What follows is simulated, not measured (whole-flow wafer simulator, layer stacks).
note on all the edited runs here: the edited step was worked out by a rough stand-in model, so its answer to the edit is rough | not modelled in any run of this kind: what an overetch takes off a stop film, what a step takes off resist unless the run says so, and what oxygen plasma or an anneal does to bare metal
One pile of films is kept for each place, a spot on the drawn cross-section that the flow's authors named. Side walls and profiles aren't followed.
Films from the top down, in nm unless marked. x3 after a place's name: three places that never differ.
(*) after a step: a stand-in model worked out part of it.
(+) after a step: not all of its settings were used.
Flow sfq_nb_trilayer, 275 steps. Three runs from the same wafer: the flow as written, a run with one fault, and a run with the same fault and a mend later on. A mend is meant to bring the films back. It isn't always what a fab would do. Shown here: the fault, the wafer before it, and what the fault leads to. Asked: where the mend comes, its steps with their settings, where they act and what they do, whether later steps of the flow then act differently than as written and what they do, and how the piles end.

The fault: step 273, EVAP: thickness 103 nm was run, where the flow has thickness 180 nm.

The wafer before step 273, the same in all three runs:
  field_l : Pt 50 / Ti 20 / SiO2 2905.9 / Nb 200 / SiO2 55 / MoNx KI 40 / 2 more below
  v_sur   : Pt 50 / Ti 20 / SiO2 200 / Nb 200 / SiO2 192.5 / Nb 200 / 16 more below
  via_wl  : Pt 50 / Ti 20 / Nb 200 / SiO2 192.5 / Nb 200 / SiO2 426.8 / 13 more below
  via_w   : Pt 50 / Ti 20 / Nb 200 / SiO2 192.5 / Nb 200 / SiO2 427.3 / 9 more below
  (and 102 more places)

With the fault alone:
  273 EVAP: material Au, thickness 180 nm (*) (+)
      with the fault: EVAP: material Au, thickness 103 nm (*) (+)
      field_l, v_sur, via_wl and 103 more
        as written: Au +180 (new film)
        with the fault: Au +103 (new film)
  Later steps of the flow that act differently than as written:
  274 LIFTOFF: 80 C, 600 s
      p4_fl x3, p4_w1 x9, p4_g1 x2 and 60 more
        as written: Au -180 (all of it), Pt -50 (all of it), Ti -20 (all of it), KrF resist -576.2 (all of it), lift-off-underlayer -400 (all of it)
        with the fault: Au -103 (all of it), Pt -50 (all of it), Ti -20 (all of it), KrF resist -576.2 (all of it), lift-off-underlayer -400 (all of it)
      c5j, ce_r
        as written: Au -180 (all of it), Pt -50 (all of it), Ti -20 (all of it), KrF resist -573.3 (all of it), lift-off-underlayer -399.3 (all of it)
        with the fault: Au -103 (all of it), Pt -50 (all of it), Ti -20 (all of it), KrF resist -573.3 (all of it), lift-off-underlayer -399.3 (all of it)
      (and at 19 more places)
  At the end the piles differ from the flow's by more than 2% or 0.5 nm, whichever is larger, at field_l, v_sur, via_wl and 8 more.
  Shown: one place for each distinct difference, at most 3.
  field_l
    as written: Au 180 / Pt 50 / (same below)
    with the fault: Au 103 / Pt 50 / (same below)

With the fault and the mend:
  The mend comes after step 273.
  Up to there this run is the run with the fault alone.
  273a EVAP: material Au, thickness 77 nm (*) (+) (the flow's step 273 once more, with other settings)
      field_l, v_sur, via_wl and 103 more
        Au +77
  No later step of the flow acts differently than as written at any place that is followed.
  At the end the piles are the same as the flow's at every place that both follow.
